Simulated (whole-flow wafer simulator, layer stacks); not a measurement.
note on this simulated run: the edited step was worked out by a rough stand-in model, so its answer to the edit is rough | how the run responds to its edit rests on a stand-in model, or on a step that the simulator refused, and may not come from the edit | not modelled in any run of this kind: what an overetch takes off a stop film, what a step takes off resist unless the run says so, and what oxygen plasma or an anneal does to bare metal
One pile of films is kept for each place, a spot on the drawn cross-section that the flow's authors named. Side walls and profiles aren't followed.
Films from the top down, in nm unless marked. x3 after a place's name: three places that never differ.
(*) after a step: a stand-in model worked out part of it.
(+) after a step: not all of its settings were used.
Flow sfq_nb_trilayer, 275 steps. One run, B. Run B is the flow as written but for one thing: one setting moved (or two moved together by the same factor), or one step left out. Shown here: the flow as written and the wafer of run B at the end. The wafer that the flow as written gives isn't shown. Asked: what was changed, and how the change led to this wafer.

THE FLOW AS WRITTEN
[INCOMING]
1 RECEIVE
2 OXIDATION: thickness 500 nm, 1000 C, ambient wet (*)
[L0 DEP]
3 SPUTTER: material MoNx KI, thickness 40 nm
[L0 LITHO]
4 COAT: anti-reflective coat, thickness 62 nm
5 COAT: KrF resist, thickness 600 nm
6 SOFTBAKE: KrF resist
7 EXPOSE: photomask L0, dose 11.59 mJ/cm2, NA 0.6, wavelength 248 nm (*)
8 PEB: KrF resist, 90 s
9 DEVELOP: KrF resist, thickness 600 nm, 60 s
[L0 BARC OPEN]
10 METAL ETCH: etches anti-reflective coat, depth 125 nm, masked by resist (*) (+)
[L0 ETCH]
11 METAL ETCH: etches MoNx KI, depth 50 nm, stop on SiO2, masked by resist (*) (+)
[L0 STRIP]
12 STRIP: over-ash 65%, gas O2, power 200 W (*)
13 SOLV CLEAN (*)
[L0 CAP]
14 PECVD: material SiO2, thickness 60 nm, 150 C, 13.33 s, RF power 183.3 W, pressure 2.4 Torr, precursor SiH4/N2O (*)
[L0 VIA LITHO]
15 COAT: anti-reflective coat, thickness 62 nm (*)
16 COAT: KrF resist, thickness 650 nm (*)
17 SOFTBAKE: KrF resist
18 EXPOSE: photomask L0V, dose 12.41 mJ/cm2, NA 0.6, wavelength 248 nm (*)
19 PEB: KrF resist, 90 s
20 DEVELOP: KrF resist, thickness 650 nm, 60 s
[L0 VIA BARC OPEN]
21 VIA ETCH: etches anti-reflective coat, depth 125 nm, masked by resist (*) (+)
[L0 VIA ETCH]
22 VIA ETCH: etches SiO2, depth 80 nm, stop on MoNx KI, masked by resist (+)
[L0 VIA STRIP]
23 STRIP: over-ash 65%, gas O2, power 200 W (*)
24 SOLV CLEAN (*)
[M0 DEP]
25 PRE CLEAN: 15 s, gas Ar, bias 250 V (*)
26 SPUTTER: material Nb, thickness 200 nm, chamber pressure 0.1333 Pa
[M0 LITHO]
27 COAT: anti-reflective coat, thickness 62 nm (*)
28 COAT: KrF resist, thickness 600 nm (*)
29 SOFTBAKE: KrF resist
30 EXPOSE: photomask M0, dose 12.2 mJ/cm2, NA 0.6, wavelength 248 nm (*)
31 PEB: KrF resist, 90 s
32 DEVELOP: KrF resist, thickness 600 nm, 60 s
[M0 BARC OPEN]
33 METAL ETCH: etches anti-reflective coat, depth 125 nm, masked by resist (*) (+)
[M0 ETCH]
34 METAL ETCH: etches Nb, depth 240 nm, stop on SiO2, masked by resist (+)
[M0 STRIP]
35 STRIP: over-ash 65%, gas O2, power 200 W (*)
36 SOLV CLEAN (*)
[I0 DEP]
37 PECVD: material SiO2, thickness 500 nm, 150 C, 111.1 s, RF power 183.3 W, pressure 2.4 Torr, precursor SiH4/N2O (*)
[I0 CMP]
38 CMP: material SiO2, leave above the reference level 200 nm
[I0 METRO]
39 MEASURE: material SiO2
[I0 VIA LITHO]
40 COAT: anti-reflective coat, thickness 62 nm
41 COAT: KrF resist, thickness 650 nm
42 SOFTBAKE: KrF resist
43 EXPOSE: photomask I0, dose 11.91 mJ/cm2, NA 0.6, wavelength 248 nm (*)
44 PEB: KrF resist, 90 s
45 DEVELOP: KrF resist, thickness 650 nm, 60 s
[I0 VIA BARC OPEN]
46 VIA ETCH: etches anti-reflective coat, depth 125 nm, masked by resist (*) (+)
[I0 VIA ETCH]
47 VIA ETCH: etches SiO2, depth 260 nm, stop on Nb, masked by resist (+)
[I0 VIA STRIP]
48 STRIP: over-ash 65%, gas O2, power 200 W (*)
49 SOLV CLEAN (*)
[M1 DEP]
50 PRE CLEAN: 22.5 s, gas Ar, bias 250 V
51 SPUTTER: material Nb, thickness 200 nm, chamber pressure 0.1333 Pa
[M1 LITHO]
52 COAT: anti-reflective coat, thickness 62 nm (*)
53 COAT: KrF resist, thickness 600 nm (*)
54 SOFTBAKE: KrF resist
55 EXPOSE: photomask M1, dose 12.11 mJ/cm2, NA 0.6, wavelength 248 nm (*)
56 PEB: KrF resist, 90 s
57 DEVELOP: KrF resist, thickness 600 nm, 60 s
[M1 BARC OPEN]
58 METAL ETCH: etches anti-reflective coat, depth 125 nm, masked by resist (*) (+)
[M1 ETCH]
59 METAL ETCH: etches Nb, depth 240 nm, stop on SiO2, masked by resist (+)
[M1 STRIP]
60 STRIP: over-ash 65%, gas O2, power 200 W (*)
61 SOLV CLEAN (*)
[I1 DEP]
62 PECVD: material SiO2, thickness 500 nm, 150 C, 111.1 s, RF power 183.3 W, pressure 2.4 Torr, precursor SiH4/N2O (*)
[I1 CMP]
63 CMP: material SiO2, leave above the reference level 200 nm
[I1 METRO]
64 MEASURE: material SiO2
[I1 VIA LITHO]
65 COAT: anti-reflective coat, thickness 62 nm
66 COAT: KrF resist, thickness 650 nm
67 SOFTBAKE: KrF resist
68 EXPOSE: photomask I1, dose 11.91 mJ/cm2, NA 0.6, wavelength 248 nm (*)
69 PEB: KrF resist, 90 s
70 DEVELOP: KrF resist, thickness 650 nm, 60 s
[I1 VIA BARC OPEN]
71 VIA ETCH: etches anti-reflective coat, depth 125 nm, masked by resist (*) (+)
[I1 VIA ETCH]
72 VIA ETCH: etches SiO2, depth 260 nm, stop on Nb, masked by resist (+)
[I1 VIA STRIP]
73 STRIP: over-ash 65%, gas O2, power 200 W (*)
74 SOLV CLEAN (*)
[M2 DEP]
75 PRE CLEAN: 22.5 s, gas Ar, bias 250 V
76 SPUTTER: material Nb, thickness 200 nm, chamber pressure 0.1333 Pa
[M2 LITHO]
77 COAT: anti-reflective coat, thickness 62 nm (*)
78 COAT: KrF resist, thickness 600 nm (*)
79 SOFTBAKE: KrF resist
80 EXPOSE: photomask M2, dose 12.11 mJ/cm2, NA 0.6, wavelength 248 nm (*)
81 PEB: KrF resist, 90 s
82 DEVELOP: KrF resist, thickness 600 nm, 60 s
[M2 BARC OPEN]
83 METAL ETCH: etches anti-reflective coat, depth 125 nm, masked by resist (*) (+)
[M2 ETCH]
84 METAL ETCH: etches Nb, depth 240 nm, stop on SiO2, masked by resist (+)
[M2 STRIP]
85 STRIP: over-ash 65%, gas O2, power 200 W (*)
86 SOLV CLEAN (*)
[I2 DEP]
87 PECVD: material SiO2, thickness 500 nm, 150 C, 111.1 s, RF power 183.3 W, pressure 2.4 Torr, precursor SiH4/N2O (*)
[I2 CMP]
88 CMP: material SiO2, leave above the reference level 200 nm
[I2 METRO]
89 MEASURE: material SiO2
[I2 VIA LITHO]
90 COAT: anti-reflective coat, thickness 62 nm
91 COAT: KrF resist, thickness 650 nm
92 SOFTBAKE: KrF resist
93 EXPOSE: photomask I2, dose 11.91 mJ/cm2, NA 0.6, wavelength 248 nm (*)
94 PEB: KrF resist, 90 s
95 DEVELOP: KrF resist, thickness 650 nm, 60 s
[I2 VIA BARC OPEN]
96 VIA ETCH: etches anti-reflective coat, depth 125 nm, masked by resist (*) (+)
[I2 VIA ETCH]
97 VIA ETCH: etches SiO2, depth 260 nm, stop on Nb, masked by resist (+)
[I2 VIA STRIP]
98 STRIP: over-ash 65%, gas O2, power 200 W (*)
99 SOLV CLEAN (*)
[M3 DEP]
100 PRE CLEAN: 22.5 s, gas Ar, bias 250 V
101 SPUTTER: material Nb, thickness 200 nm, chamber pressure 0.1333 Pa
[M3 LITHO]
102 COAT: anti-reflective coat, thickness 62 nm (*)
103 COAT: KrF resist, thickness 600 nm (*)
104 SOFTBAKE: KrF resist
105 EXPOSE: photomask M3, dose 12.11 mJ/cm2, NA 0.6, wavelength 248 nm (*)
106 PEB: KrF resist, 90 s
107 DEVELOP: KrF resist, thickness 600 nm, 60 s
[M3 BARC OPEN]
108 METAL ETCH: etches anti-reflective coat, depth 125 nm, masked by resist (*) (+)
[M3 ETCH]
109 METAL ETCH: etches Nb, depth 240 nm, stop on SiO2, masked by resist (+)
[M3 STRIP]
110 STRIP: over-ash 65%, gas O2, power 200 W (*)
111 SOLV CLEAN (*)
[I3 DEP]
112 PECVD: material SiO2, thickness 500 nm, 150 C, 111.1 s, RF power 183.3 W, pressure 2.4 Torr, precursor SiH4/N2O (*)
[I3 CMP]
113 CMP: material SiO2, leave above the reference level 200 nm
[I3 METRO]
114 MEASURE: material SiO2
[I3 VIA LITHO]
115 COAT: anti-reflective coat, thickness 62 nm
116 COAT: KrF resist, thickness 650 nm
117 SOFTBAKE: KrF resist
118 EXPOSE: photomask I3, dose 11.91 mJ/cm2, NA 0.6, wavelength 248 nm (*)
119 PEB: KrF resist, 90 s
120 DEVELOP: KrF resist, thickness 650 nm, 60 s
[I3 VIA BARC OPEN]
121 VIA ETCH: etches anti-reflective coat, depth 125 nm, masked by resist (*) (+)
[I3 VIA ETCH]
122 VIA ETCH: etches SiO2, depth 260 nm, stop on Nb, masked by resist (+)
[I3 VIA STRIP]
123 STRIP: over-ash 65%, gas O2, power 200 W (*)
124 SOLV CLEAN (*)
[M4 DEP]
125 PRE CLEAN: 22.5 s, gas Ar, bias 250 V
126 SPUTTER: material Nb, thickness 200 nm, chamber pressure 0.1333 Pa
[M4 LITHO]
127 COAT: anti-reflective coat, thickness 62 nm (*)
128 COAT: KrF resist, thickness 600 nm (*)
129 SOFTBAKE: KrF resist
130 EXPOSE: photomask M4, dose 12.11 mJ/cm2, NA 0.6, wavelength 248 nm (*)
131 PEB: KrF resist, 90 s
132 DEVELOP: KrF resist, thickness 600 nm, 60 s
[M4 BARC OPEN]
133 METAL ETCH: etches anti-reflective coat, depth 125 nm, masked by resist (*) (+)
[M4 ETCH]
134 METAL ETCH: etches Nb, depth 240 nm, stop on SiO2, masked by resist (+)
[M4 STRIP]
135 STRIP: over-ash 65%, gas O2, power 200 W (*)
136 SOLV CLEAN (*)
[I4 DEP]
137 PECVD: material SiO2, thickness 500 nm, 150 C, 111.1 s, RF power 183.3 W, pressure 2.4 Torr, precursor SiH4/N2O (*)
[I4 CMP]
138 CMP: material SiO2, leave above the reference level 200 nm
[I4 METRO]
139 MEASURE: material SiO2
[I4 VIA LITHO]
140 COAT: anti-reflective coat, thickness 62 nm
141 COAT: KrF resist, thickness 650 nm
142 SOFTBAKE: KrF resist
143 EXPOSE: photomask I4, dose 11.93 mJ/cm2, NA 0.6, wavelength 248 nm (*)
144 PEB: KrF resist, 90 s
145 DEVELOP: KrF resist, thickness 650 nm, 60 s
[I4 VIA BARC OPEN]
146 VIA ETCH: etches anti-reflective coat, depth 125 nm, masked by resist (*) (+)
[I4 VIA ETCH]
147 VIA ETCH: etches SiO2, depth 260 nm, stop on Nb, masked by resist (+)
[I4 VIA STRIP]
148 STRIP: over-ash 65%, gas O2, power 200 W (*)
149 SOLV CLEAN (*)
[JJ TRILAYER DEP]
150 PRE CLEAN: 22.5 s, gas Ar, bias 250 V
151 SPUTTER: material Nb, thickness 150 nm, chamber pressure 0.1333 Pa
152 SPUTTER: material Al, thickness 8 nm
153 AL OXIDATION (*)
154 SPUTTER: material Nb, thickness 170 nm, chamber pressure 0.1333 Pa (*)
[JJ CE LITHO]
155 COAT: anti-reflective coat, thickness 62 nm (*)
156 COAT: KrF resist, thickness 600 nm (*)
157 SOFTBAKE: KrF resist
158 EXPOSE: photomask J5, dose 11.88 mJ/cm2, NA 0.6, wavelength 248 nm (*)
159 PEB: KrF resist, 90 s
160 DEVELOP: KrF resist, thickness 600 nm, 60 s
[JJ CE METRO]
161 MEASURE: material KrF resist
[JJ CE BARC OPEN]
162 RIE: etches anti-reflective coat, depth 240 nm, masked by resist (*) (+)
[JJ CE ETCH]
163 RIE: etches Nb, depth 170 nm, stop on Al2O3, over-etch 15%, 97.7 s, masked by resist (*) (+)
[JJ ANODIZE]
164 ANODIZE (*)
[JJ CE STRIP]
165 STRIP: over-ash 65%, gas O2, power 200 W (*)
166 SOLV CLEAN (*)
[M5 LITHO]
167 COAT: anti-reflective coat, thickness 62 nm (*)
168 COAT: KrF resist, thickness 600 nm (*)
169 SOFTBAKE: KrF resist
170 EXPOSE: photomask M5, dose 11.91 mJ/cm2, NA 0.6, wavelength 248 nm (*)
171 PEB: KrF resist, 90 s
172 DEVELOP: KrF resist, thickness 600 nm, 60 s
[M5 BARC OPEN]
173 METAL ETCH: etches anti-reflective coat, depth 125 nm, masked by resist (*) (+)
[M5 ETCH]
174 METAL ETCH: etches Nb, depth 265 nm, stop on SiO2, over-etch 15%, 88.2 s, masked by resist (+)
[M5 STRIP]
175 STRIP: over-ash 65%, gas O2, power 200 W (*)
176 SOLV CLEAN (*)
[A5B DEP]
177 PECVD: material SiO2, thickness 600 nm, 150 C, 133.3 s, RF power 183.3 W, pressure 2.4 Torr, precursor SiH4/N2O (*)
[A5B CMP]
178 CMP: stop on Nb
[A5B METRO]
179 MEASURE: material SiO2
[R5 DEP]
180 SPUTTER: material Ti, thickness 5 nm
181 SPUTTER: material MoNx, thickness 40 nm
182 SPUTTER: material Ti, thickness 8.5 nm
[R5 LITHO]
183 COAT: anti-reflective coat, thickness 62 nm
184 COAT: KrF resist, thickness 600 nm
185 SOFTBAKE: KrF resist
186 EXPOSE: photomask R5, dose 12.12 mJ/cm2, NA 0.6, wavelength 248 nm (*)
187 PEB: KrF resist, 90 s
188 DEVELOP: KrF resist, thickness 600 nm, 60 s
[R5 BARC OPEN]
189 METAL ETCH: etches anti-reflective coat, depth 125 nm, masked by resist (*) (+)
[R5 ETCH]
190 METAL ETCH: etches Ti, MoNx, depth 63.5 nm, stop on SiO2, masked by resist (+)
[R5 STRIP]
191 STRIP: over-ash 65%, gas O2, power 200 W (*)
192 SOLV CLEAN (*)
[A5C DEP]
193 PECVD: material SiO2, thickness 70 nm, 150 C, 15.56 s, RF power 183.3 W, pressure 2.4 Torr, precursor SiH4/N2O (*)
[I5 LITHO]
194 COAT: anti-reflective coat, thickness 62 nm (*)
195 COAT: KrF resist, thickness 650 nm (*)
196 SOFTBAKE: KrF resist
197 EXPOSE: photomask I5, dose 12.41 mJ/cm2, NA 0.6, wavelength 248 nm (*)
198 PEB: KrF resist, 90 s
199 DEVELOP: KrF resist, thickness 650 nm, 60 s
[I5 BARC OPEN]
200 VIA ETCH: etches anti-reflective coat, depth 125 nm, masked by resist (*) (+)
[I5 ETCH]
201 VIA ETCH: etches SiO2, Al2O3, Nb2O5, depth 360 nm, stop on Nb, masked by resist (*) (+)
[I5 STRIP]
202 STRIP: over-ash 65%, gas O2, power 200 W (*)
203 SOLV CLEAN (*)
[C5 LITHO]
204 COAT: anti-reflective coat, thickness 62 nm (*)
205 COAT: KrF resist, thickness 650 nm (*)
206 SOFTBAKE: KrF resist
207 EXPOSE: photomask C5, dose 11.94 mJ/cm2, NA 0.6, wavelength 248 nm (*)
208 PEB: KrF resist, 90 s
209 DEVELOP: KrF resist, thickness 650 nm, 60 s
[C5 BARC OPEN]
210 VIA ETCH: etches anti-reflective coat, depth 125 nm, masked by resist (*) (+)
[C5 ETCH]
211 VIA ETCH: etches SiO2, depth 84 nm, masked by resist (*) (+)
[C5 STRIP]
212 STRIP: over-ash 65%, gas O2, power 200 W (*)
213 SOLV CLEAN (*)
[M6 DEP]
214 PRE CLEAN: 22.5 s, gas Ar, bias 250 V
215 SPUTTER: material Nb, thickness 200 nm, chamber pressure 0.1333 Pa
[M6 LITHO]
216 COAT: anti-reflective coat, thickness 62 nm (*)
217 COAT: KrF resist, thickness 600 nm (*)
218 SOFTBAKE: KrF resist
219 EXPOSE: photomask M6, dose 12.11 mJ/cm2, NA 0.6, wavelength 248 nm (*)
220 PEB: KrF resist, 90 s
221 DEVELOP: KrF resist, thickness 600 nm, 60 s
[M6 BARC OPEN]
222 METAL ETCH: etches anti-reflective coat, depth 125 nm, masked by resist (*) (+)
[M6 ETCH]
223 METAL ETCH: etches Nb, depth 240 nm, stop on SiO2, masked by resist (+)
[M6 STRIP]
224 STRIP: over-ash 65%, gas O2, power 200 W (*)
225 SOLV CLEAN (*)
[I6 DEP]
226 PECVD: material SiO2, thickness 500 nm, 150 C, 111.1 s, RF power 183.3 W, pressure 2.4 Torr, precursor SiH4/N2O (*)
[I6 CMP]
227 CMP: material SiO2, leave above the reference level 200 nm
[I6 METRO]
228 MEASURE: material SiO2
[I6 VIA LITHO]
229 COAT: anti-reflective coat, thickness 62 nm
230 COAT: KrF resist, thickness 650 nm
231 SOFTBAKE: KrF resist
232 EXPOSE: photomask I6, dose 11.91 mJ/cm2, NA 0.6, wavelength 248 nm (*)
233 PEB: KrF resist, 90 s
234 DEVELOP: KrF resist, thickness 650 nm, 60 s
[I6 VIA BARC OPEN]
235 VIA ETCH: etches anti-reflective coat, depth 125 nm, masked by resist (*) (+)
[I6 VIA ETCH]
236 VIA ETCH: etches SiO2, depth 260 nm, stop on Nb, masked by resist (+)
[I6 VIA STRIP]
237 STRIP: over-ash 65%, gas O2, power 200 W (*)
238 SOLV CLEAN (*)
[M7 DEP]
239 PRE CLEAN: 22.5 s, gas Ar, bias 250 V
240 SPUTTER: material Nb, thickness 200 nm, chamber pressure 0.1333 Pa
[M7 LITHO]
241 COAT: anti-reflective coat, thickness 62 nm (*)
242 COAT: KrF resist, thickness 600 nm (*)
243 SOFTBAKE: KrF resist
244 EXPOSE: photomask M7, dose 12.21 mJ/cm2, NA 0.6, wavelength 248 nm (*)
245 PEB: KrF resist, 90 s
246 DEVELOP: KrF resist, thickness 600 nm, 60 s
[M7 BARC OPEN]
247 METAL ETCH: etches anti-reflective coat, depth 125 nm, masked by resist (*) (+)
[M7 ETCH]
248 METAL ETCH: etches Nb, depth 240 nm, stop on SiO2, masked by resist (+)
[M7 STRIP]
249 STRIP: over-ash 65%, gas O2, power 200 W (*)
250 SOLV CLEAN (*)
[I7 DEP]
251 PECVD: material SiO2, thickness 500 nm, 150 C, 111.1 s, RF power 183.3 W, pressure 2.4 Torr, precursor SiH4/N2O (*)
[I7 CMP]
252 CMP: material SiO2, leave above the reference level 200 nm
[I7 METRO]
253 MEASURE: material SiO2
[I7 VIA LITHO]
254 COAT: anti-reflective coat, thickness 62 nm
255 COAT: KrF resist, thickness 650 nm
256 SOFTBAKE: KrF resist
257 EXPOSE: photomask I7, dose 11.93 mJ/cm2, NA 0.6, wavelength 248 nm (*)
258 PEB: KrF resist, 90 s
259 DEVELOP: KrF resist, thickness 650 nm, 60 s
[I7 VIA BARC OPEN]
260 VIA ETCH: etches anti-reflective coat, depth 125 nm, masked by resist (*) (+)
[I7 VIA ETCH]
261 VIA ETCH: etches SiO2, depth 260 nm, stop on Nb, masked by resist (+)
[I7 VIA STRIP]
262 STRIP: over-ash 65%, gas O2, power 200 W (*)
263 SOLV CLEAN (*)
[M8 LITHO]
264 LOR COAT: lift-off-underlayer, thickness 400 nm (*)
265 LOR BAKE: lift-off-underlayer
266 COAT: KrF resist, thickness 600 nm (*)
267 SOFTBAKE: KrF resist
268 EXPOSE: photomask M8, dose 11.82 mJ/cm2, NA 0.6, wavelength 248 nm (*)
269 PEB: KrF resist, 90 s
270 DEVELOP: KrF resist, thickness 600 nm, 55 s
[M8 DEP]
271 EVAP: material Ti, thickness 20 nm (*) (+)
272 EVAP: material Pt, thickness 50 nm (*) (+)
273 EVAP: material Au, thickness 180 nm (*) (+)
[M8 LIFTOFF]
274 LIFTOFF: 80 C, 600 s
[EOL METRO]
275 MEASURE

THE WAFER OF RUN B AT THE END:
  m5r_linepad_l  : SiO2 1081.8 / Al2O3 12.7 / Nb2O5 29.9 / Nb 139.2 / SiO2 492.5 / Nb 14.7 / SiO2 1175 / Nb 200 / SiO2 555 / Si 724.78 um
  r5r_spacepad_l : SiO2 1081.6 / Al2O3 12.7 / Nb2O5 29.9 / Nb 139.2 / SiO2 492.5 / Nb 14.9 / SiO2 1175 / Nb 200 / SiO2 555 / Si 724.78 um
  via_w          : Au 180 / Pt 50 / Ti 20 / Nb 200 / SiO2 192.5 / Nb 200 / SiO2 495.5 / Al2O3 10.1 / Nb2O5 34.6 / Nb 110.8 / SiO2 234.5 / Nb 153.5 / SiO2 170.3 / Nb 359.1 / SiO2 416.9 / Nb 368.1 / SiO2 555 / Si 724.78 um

The cause: step 112, PECVD: thickness 205 nm was run, where the flow has thickness 500 nm; step 112, PECVD: 45.56 s was run, where the flow has 111.1 s.

How the change led to this, step by step:
  112 PECVD: material SiO2, thickness 500 nm, 150 C, 111.1 s, RF power 183.3 W, pressure 2.4 Torr, precursor SiH4/N2O (*)
      field_l, be, be_sur and 64 more: SiO2 +205 (as written it would be: SiO2 +500)
      v_sur, via_wl, via_wr and 27 more: SiO2 +205 (new film) (as written it would be: SiO2 +500 (new film))
      (and at 9 more places)
  113 CMP: material SiO2, leave above the reference level 200 nm
      field_l, be, be_sur and 64 more: nothing (as written it would be: SiO2 -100)
      p4_g1, p4_g2, p3_s0, p3_s1, p3_s2, p3_s3, p3_s4, p3_s5: nothing (as written it would be: SiO2 -157.1)
      (and at 31 more places)
  115 COAT: anti-reflective coat, thickness 62 nm
      p3_l1, p3_l2, p3_l3: anti-reflective coat +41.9 (new film) (as written it would be: anti-reflective coat +62 (new film))
      m0r_space_l, m6r_space_l, m7r_space_l: anti-reflective coat +81.8 (new film) (as written it would be: anti-reflective coat +62 (new film))
      (and at 84 more places)
  116 COAT: KrF resist, thickness 650 nm
      m0r_line_l, m6r_line_l, m7r_line_l: KrF resist +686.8 (new film) (as written it would be: KrF resist +650 (new film))
      m0r_space_l, m6r_space_l, m7r_space_l: KrF resist +676.2 (new film) (as written it would be: KrF resist +650 (new film))
      (and at 79 more places)
  120 DEVELOP: KrF resist, thickness 650 nm, 60 s
      via_v: KrF resist -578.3 (all of it) (as written it would be: KrF resist -648.6 (all of it))
  121 VIA ETCH: etches anti-reflective coat, depth 125 nm, masked by resist (*) (+)
      field_l, v_sur, via_wl and 102 more: KrF resist -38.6 (as written it would be: KrF resist -51.7)
      via_v: anti-reflective coat -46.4 (all of it), SiO2 -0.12 (as written it would be: anti-reflective coat -62 (all of it), SiO2 -0.16)
  123 STRIP: over-ash 65%, gas O2, power 200 W (*)
      m0r_line_l, m6r_line_l, m7r_line_l: KrF resist -578.3 (all of it), anti-reflective coat -61.4 (all of it) (as written it would be: KrF resist -528.6 (all of it), anti-reflective coat -62 (all of it))
      m0r_space_l, m6r_space_l, m7r_space_l: KrF resist -567.8 (all of it), anti-reflective coat -81.8 (all of it) (as written it would be: KrF resist -528.6 (all of it), anti-reflective coat -62 (all of it))
      (and at 99 more places)
  126 SPUTTER: material Nb, thickness 200 nm, chamber pressure 0.1333 Pa
      via_w: Nb +153.5 (new film) (as written it would be: Nb +200 (new film))
  127 COAT: anti-reflective coat, thickness 62 nm (*)
      m0r_space_l, m0r_space_r, m6r_space_l, m6r_space_r, m7r_space_l, m7r_space_r: anti-reflective coat +81.9 (new film) (as written it would be: anti-reflective coat +62 (new film))
      p3_l1, p3_l2, p3_l3: anti-reflective coat +42.2 (new film) (as written it would be: anti-reflective coat +62 (new film))
      (and at 81 more places)
  128 COAT: KrF resist, thickness 600 nm (*)
      m0r_space_l, m0r_space_r, m5r_space_l, m5r_space_r, m6r_space_l, m6r_space_r, m7r_space_l, m7r_space_r: KrF resist +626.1 (new film) (as written it would be: KrF resist +600 (new film))
      m0r_line_l, m0r_line_r, m6r_line_l, m6r_line_r, m7r_line_l, m7r_line_r: KrF resist +636 (new film) (as written it would be: KrF resist +600 (new film))
      (and at 71 more places)
  132 DEVELOP: KrF resist, thickness 600 nm, 60 s
      m0r_space_l, m0r_space_r, m5r_space_l, m5r_space_r, m6r_space_l, m6r_space_r, m7r_space_l, m7r_space_r: KrF resist -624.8 (all of it) (as written it would be: KrF resist -598.7 (all of it))
      m0r_line_l, m0r_line_r, m6r_line_l, m6r_line_r, m7r_line_l, m7r_line_r: KrF resist -634.7 (all of it) (as written it would be: KrF resist -598.7 (all of it))
      (and at 35 more places)
  133 METAL ETCH: etches anti-reflective coat, depth 125 nm, masked by resist (*) (+)
      m5r_linepad_l, m5r_linepad_r, r5r_spacepad_l, r5r_spacepad_r, m8r_pad_l, m8r_pad_r: anti-reflective coat -125 (as written it would be: anti-reflective coat -62 (all of it))
      v_sur, via_wl, via_w and 36 more: KrF resist -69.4 (as written it would be: KrF resist -51.7)
      (and at 48 more places)
  134 METAL ETCH: etches Nb, depth 240 nm, stop on SiO2, masked by resist (+)
      m5r_linepad_l, m5r_linepad_r: anti-reflective coat -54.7 (all of it), Nb -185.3 (as written it would be: Nb -200 (all of it))
      r5r_spacepad_l, r5r_spacepad_r: anti-reflective coat -54.9 (all of it), Nb -185.1 (as written it would be: Nb -200 (all of it))
      (and at 2 more places)
  135 STRIP: over-ash 65%, gas O2, power 200 W (*)
      v_sur: KrF resist -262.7 (all of it), anti-reflective coat -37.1 (all of it) (as written it would be: KrF resist -379.9 (all of it), anti-reflective coat -61.4 (all of it))
      via_wl: KrF resist -272.9 (all of it), anti-reflective coat -30.5 (all of it) (as written it would be: KrF resist -379.4 (all of it), anti-reflective coat -61.3 (all of it))
      (and at 37 more places)
  137 PECVD: material SiO2, thickness 500 nm, 150 C, 111.1 s, RF power 183.3 W, pressure 2.4 Torr, precursor SiH4/N2O (*)
      m5r_linepad_l, m5r_linepad_r, r5r_spacepad_l, r5r_spacepad_r: SiO2 +500 (new film) (as written it would be: SiO2 +500)
      p3_s0, p3_s1, p3_s2, p3_s3, p3_s4, p3_s5: SiO2 +895 (as written it would be: SiO2 +557.1)
      (and at 3 more places)
  138 CMP: material SiO2, leave above the reference level 200 nm
      field_l, be, be_sur and 55 more: nothing (as written it would be: SiO2 -100)
      lsp_r, l0_sur, l0v: nothing (as written it would be: SiO2 -91.9)
      (and at 15 more places)
  ... 61 more steps ...
  274 LIFTOFF: 80 C, 600 s
      be: Au -180 (all of it), Pt -50 (all of it), Ti -20 (all of it), KrF resist -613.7 (all of it), lift-off-underlayer -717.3 (all of it) (as written it would be: Au -180 (all of it), Pt -50 (all of it), Ti -20 (all of it), KrF resist -572.1 (all of it), lift-off-underlayer -398.5 (all of it))
      be_sur: Au -180 (all of it), Pt -50 (all of it), Ti -20 (all of it), KrF resist -587.2 (all of it), lift-off-underlayer -366.3 (all of it) (as written it would be: Au -180 (all of it), Pt -50 (all of it), Ti -20 (all of it), KrF resist -572.6 (all of it), lift-off-underlayer -398.9 (all of it))
      (and at 1 more place)
Counting metal films that touch as one body, m5r_linepad_l has 3 bodies (between them, from the top down: SiO2 492.5; SiO2 1175); the flow as written gives 2 bodies (between them, from the top down: SiO2 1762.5).
Counting metal films that touch as one body, r5r_spacepad_l has 3 bodies (between them, from the top down: SiO2 492.5; SiO2 1175); the flow as written gives 2 bodies (between them, from the top down: SiO2 1762.5).
Counting metal films that touch as one body, via_w has 6 bodies (between them, from the top down: SiO2 192.5; SiO2 495.5 / Al2O3 10.1 / Nb2O5 34.6; SiO2 234.5; SiO2 170.3; SiO2 416.9); the flow as written gives 5 bodies (between them, from the top down: SiO2 192.5; SiO2 427.3 / Al2O3 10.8 / Nb2O5 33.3; SiO2 425.9; SiO2 416.9).
